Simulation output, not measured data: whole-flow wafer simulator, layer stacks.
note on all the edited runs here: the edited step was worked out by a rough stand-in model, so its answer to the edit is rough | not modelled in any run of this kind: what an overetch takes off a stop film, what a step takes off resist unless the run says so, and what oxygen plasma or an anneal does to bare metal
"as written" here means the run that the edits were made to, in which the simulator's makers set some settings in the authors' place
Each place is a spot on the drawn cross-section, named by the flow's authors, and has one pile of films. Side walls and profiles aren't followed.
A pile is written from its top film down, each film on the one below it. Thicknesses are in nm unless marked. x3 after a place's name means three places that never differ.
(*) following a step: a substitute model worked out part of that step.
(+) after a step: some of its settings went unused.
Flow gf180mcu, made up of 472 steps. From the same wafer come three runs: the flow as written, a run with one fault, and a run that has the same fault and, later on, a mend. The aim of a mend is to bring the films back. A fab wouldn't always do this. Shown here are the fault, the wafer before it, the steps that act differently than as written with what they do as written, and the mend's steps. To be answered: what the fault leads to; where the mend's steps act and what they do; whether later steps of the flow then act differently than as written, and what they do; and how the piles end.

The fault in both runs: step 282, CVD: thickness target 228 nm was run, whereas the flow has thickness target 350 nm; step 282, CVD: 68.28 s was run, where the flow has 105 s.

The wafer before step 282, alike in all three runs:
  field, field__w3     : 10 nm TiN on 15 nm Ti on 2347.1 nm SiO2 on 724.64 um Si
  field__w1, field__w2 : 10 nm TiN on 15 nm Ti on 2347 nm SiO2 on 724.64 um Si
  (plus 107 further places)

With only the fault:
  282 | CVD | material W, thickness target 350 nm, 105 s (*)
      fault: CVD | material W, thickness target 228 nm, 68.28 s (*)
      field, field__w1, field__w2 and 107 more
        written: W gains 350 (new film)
        fault: W gains 228.4 (new film)
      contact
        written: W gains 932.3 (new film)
        fault: W gains 810.7 (new film)
  Steps later in the flow that act otherwise than as written:
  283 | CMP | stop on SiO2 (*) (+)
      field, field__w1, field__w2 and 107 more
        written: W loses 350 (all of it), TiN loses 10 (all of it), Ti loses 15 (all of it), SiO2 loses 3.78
        fault: W loses 228.4 (all of it), TiN loses 10 (all of it), Ti loses 15 (all of it), SiO2 loses 2.56
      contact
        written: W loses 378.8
        fault: W loses 255.9
  The piles end only slightly different from the flow's at the places that both follow, by no more than 2% or 0.5 nm, whichever is larger.

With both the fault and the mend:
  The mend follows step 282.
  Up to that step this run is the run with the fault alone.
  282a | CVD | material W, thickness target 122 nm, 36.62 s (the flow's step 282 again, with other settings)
      field, field__w1, field__w2 and 108 more
        W gains 124
  Later steps of the flow that are run all act as written at every place that is followed, up to a difference of at most 2% or 0.5 nm, whichever is larger.
  The piles end only slightly different from the flow's at the places that both follow, by no more than 2% or 0.5 nm, whichever is larger.
